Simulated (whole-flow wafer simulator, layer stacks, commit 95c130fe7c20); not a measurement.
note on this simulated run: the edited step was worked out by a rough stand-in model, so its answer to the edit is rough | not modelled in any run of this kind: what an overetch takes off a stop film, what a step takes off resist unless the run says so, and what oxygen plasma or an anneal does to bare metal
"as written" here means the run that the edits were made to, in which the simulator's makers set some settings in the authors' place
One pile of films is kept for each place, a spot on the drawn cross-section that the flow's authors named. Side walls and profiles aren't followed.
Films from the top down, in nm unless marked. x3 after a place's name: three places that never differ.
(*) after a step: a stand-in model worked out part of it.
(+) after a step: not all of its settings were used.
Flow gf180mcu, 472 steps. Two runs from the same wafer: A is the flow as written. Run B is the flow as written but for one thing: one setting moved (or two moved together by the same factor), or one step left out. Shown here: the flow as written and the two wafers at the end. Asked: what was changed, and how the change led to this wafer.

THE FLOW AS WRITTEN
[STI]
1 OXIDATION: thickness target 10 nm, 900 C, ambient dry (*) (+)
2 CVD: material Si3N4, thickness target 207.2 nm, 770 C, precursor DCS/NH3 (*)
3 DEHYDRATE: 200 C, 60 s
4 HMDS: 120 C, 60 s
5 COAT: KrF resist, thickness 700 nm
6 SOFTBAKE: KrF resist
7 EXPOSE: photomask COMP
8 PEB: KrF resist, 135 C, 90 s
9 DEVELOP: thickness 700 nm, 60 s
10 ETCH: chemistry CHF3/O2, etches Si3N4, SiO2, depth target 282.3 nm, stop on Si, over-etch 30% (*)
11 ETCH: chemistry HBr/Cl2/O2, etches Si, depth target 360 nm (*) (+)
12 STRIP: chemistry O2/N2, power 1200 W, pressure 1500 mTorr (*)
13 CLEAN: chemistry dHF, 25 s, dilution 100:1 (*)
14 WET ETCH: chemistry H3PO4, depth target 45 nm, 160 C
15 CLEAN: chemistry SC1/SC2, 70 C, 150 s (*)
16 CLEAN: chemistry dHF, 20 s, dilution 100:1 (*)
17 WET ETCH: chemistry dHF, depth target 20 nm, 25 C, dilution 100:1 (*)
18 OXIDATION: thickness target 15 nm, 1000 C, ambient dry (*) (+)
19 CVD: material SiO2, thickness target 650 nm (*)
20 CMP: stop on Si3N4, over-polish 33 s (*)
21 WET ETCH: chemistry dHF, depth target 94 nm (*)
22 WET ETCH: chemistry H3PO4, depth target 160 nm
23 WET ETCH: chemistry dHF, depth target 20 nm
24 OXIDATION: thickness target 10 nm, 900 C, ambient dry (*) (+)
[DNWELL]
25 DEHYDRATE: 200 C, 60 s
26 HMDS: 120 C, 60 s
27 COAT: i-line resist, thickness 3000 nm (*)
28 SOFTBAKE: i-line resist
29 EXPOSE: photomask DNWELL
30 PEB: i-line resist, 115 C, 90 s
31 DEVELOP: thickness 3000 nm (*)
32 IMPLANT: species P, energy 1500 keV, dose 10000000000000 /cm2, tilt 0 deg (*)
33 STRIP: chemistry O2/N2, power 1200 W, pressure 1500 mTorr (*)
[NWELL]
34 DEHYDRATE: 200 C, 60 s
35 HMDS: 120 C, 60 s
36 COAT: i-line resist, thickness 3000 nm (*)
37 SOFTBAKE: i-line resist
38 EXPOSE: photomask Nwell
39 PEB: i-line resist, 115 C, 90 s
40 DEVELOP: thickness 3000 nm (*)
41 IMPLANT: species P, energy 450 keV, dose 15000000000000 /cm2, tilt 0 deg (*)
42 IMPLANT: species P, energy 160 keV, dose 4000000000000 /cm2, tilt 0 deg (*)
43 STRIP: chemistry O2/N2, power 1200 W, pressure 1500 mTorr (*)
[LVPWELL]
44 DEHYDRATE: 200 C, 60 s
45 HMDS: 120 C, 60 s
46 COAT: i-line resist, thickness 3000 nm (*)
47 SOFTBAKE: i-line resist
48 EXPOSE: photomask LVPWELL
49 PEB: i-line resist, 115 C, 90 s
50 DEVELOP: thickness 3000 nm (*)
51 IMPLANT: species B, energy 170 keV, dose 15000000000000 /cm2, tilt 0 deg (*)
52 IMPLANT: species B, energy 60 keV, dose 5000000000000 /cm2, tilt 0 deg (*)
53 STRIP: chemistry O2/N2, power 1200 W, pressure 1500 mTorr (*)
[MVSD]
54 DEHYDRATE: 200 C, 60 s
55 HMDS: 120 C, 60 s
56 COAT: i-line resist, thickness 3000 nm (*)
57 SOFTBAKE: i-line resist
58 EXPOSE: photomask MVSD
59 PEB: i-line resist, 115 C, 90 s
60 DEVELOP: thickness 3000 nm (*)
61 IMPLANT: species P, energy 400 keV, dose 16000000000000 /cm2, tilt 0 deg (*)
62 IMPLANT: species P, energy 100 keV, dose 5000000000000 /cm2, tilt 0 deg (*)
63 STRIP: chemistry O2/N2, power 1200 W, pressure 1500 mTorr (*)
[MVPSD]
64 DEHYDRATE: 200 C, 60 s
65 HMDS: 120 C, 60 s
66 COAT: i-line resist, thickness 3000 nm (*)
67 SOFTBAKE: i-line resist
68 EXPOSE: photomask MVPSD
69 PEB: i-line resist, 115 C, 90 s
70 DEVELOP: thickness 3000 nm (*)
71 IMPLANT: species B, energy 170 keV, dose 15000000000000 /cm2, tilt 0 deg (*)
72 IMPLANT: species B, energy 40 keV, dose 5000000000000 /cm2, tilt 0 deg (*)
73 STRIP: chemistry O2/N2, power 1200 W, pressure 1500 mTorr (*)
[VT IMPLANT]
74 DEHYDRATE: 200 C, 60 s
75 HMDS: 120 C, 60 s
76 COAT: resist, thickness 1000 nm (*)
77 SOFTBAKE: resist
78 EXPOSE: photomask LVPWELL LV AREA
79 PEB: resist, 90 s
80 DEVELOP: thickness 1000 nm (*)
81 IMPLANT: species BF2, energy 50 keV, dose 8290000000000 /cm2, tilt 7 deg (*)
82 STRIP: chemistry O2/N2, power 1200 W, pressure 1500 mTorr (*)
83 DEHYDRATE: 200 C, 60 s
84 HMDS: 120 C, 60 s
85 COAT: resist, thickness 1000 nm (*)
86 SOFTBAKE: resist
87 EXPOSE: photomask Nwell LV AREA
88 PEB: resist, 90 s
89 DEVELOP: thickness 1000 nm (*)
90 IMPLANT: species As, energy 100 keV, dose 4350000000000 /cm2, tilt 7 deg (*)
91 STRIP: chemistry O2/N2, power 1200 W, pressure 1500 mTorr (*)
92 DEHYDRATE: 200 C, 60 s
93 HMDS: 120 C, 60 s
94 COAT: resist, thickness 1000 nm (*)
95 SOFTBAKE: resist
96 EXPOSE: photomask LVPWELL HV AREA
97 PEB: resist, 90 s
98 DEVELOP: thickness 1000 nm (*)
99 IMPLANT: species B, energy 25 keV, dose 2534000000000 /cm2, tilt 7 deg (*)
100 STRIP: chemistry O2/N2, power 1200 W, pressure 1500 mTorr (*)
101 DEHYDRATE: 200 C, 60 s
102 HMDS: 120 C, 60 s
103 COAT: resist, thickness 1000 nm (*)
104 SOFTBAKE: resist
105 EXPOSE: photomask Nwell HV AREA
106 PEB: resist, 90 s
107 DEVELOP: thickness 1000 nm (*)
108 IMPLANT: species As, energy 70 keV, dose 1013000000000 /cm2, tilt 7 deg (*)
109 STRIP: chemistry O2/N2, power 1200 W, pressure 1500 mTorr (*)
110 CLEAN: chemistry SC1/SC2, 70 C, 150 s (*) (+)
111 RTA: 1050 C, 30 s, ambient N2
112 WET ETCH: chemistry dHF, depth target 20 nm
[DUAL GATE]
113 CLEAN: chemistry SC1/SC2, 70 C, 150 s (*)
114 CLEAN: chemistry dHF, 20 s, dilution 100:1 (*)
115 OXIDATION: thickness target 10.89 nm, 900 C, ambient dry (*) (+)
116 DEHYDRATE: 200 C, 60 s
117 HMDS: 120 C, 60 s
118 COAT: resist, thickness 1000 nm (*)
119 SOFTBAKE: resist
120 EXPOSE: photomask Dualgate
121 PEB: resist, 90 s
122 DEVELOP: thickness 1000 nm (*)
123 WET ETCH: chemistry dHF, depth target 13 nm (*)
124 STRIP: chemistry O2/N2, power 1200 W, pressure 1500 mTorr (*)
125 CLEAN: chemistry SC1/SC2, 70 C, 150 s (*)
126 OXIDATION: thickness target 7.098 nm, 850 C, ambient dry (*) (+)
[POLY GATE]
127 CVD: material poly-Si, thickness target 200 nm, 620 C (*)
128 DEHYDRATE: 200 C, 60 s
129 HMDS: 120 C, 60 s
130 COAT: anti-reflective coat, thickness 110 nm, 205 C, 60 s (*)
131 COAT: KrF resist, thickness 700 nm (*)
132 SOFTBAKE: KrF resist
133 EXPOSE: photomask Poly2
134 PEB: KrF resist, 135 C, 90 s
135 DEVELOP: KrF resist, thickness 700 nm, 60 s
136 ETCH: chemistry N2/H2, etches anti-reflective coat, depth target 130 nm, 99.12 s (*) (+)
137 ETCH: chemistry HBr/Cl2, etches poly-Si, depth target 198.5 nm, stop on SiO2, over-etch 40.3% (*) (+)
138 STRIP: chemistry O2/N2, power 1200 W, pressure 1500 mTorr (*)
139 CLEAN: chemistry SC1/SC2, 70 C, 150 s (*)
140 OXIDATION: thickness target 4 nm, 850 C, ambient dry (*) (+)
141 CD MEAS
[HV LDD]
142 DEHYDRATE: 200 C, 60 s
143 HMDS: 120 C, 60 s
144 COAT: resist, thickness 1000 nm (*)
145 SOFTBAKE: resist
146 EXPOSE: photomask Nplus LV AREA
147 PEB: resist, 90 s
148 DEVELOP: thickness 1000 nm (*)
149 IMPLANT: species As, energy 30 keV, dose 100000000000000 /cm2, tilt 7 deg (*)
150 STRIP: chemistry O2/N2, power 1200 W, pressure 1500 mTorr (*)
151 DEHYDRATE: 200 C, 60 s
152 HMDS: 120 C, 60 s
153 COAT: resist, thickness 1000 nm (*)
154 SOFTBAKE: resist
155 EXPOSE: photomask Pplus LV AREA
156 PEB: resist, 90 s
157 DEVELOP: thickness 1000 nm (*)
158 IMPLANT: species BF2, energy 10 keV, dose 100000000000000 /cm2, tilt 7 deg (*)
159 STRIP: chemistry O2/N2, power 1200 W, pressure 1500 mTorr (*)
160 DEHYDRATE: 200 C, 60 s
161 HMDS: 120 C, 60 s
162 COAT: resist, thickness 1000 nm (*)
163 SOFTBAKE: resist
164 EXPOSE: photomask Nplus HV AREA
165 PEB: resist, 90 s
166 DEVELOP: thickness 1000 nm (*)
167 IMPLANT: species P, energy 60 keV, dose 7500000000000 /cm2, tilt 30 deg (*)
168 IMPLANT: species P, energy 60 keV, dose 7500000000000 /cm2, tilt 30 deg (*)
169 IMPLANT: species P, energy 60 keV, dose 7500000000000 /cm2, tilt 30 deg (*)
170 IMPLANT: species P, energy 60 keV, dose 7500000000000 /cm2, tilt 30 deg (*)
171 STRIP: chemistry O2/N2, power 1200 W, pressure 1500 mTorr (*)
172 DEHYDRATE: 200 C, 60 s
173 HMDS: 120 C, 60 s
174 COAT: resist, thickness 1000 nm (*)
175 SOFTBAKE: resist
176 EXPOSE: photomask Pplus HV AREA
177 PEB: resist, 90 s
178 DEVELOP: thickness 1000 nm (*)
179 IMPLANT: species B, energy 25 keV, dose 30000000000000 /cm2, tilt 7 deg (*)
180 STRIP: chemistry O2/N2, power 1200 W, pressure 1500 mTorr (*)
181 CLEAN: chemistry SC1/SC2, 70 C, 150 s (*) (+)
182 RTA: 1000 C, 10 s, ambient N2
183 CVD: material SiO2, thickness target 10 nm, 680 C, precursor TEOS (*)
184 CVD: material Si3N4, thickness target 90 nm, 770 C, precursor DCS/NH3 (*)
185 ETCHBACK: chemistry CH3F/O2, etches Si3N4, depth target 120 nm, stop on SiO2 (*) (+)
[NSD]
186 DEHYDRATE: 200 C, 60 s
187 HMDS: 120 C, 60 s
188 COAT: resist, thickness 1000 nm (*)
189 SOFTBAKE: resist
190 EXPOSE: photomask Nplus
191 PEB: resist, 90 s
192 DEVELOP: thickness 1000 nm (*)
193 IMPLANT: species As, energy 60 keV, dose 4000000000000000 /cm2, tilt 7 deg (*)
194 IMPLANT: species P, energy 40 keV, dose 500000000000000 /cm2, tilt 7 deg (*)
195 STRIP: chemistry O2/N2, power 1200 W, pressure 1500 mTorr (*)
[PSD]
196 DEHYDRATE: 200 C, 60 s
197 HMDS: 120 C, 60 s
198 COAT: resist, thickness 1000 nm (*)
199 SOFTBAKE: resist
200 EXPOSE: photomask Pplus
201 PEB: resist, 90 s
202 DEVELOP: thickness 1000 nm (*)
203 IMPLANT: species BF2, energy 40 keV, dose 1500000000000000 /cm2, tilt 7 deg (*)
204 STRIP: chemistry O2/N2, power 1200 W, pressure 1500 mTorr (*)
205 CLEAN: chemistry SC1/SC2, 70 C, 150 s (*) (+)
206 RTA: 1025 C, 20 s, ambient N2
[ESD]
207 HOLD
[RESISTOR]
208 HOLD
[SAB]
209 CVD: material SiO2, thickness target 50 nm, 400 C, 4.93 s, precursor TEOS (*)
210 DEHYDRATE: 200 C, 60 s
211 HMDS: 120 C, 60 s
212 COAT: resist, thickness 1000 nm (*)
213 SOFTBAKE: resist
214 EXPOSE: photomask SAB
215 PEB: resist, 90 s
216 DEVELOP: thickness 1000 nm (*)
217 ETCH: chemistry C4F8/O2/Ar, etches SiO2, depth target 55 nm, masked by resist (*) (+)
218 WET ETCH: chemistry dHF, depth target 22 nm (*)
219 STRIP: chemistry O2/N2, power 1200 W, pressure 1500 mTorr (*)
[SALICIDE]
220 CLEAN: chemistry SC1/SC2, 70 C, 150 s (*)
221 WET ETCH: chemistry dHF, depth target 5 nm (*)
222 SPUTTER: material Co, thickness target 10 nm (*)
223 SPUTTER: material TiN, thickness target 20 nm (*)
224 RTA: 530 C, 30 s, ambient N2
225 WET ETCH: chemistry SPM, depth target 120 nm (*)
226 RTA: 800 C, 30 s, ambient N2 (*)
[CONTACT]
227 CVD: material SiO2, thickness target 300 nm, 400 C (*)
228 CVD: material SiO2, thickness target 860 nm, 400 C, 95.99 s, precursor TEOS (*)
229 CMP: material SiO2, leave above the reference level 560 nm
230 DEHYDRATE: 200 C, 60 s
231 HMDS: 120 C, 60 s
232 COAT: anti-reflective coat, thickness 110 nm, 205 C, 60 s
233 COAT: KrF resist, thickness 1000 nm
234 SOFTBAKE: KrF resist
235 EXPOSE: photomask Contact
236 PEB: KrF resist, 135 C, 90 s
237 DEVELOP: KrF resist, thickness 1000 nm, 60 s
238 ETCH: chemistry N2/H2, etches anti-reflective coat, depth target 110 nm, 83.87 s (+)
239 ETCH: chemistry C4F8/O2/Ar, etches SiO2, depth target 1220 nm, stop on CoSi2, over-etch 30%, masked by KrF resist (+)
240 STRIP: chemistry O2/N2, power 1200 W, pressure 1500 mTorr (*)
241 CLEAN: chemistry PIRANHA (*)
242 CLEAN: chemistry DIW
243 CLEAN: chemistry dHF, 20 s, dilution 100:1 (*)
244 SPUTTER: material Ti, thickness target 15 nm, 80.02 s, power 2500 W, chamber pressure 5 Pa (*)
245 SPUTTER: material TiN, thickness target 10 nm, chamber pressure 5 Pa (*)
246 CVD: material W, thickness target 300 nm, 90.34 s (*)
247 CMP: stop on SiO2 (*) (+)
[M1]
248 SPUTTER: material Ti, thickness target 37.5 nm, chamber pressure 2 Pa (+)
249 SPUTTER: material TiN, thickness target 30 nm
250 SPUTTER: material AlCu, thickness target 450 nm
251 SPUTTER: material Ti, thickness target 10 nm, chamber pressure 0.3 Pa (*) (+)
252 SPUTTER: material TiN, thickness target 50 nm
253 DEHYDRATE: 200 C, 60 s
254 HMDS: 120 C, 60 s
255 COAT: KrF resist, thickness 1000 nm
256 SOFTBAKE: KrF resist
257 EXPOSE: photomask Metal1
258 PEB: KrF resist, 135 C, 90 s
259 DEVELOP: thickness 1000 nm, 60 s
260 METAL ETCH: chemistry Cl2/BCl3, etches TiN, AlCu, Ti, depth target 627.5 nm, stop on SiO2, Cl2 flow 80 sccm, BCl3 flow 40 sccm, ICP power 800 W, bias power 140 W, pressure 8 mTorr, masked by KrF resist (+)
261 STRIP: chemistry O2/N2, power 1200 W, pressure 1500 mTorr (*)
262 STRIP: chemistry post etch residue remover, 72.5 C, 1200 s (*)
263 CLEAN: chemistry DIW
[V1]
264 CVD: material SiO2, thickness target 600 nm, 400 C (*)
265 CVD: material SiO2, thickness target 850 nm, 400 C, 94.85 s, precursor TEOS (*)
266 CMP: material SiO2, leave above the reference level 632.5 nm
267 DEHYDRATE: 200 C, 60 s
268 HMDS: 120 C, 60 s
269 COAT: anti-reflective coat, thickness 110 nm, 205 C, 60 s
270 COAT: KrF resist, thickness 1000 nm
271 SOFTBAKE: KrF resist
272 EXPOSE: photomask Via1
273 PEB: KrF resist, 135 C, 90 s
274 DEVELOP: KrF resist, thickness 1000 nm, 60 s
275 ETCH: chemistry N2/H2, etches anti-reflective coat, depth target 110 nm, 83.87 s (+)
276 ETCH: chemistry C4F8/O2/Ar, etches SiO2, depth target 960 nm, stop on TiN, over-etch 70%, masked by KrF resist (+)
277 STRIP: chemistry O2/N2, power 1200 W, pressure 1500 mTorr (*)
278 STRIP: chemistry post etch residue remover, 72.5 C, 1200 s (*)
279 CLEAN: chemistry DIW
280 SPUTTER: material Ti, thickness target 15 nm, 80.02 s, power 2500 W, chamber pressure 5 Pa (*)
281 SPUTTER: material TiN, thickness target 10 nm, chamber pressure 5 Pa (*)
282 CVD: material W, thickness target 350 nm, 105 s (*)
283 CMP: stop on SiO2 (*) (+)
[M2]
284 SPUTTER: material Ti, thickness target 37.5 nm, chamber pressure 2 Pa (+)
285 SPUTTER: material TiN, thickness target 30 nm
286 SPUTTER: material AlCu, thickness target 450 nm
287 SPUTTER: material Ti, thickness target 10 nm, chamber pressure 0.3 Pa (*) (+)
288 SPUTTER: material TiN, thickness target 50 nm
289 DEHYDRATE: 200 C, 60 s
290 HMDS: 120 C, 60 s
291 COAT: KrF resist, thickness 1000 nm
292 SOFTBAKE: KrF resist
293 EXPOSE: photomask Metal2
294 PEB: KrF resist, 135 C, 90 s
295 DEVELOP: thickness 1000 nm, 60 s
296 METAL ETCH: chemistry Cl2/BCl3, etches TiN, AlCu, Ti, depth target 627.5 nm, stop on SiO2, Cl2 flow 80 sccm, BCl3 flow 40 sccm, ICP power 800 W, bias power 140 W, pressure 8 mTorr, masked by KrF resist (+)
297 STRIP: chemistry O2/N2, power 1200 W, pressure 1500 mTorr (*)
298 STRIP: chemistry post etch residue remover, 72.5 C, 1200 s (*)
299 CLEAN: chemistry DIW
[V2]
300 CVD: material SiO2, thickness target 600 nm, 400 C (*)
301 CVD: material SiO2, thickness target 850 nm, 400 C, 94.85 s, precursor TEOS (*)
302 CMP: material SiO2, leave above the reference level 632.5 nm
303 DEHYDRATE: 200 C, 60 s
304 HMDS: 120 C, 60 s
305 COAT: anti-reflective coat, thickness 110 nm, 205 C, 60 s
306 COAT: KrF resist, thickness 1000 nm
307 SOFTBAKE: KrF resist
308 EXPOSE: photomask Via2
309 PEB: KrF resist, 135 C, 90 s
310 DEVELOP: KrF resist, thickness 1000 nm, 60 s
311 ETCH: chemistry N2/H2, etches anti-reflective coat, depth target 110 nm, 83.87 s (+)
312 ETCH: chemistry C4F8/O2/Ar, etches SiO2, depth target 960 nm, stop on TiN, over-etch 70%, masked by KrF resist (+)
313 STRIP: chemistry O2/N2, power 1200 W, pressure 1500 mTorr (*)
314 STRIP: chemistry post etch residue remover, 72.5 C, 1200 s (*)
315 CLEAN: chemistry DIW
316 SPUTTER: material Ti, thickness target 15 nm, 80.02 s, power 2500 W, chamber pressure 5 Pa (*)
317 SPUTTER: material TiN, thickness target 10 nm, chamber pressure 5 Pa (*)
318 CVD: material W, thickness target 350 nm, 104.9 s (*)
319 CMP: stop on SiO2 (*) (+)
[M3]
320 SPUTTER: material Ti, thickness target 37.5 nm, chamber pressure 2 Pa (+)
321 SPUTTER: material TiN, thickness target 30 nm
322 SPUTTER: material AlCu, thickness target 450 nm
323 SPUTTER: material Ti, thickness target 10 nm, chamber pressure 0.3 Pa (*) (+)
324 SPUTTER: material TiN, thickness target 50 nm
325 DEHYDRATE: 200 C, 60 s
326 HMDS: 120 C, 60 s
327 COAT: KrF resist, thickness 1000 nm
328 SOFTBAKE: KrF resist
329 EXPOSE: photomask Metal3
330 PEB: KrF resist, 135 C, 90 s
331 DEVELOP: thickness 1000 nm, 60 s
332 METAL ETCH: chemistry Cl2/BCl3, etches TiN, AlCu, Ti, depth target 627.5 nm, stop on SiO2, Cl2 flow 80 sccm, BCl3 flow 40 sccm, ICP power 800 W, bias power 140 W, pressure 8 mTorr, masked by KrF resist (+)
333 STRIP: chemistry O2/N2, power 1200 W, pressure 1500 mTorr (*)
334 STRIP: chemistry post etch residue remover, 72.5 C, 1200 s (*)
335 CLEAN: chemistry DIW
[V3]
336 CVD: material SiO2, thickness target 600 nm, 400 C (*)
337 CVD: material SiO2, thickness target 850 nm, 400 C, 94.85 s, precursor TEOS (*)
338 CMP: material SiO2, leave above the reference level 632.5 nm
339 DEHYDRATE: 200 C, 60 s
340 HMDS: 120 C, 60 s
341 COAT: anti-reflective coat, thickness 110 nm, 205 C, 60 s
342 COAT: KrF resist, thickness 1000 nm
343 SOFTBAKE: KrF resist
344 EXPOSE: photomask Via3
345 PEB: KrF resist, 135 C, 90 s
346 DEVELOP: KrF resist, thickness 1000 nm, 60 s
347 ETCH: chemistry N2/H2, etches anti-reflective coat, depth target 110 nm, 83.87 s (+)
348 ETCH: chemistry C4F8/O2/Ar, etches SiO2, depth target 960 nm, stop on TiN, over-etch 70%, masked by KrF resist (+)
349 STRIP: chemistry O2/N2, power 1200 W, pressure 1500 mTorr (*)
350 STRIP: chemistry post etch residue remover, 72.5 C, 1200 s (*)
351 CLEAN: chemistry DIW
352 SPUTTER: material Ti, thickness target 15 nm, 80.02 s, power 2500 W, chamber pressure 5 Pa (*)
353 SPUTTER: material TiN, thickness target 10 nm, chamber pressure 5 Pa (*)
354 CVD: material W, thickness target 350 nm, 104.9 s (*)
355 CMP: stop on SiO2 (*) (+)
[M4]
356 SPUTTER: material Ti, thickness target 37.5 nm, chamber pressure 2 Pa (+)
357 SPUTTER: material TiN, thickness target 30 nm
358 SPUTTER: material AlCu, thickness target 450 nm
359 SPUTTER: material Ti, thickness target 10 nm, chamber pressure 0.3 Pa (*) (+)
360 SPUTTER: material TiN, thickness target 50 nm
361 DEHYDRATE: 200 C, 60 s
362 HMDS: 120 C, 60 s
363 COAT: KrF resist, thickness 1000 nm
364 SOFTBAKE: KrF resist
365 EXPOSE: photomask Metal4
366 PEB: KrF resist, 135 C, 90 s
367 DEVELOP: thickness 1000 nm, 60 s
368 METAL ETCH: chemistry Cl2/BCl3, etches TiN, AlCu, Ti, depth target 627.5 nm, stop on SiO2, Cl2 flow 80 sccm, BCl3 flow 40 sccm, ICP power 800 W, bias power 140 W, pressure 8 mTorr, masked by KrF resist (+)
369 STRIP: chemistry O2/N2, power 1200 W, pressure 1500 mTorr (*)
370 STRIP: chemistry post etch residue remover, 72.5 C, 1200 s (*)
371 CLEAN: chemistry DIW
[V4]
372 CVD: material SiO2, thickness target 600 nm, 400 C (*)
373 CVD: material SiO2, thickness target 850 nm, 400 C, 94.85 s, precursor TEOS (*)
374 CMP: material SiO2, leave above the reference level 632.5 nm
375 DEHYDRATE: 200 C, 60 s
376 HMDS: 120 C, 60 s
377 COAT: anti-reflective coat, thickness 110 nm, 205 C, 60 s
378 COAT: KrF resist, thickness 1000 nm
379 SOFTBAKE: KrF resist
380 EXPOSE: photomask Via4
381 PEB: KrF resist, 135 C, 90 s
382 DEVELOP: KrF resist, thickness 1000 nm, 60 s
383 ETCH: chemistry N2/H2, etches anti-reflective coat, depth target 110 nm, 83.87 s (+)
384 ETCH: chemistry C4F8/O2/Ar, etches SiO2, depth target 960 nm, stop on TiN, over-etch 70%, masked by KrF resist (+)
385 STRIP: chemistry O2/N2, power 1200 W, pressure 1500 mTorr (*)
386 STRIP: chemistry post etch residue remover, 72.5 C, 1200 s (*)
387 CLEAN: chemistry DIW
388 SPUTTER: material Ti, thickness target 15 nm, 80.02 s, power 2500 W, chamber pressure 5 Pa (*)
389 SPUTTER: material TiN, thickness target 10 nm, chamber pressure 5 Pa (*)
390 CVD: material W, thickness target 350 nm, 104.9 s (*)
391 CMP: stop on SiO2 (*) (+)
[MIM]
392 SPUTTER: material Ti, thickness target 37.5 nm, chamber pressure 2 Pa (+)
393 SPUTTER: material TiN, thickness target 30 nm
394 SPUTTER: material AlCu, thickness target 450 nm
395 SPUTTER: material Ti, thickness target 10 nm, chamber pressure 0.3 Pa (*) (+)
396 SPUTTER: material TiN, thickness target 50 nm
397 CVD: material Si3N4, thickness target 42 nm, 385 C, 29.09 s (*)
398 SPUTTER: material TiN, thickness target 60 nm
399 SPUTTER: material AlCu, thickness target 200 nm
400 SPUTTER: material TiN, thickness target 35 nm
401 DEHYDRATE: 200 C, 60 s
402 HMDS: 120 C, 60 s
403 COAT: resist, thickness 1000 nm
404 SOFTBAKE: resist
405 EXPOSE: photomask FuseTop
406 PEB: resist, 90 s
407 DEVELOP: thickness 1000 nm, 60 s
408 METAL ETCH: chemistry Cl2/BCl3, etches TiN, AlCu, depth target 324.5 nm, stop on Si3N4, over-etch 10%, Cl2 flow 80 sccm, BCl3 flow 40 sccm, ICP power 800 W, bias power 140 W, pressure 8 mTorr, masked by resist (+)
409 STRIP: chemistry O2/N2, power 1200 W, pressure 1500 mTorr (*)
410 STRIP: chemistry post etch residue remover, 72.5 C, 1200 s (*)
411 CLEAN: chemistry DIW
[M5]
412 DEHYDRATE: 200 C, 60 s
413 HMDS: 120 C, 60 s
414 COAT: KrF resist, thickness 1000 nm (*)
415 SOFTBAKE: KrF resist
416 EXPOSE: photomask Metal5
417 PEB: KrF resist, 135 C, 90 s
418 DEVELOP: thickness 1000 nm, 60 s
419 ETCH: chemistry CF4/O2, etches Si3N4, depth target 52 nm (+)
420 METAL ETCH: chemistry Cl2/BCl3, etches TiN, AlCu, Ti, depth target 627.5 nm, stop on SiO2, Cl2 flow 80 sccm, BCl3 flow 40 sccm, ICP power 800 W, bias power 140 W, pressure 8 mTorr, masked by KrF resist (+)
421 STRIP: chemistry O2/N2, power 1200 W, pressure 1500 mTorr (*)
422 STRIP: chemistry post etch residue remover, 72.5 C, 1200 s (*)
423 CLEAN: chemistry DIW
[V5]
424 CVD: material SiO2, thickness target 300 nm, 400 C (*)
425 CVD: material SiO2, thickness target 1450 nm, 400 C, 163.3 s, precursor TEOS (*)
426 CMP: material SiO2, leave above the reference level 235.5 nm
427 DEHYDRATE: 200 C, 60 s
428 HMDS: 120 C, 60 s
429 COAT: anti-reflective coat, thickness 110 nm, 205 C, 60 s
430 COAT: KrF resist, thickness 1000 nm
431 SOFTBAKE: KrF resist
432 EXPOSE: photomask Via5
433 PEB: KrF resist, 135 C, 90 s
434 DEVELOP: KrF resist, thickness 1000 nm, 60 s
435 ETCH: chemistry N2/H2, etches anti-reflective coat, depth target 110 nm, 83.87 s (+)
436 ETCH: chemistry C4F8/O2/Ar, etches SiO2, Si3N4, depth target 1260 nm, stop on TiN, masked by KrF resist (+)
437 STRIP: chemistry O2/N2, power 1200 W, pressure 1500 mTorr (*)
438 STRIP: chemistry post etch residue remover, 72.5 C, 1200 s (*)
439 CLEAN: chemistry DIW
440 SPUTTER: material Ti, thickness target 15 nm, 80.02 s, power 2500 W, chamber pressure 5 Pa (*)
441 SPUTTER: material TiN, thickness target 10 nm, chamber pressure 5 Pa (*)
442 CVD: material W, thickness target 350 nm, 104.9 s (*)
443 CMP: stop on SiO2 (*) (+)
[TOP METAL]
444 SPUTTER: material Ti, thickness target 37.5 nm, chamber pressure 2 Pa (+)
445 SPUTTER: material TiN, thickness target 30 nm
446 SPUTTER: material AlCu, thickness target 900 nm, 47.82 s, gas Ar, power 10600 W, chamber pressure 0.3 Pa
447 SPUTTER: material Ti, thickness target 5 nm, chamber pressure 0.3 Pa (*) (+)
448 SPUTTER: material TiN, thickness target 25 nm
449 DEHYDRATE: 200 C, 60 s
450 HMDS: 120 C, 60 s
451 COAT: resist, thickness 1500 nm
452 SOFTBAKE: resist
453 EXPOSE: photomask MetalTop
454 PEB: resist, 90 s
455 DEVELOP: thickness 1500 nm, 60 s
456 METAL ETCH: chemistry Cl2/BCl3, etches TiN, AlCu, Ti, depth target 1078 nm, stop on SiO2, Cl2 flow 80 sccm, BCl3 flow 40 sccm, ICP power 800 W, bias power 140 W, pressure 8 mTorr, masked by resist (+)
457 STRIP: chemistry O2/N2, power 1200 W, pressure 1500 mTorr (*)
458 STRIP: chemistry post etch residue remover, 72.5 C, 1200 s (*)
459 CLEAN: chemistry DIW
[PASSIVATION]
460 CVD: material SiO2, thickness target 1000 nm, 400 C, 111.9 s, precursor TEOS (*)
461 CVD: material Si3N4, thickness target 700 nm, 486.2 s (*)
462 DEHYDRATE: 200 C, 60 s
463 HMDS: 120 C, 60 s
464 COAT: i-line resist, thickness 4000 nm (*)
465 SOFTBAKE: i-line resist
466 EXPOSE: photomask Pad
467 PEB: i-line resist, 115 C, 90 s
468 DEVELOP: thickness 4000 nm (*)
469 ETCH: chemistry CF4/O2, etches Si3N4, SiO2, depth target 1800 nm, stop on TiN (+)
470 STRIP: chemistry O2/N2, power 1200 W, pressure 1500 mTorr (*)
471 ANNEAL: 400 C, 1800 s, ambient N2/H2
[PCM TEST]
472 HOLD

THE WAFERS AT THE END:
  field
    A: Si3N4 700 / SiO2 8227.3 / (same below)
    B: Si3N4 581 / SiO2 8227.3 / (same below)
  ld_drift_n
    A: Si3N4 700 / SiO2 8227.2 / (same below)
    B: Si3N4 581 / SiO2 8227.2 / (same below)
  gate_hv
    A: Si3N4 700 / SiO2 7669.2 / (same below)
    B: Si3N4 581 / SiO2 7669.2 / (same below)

The cause: step 461, CVD: thickness target 581 nm was run, where the flow has thickness target 700 nm.
It can be read off the wafer: field has Si3N4 581, and step 461 as written asks for 700 nm.

How the change led to this, step by step:
  461 CVD: material Si3N4, thickness target 700 nm, 486.2 s (*)
      field, field__w1, field__w2 and 109 more: A Si3N4 +700 (new film) | B Si3N4 +581 (new film)
  465 SOFTBAKE: i-line resist
      gate_nat: A i-line resist -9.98 | B i-line resist -9.44
      nw_enc_fld_lv: A i-line resist -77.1 | B i-line resist -75.5
      (and at 1 more place)
  469 ETCH: chemistry CF4/O2, etches Si3N4, SiO2, depth target 1800 nm, stop on TiN (+)
      pad: A Si3N4 -700 (all of it), SiO2 -1000 (all of it) | B Si3N4 -581 (all of it), SiO2 -1000 (all of it)
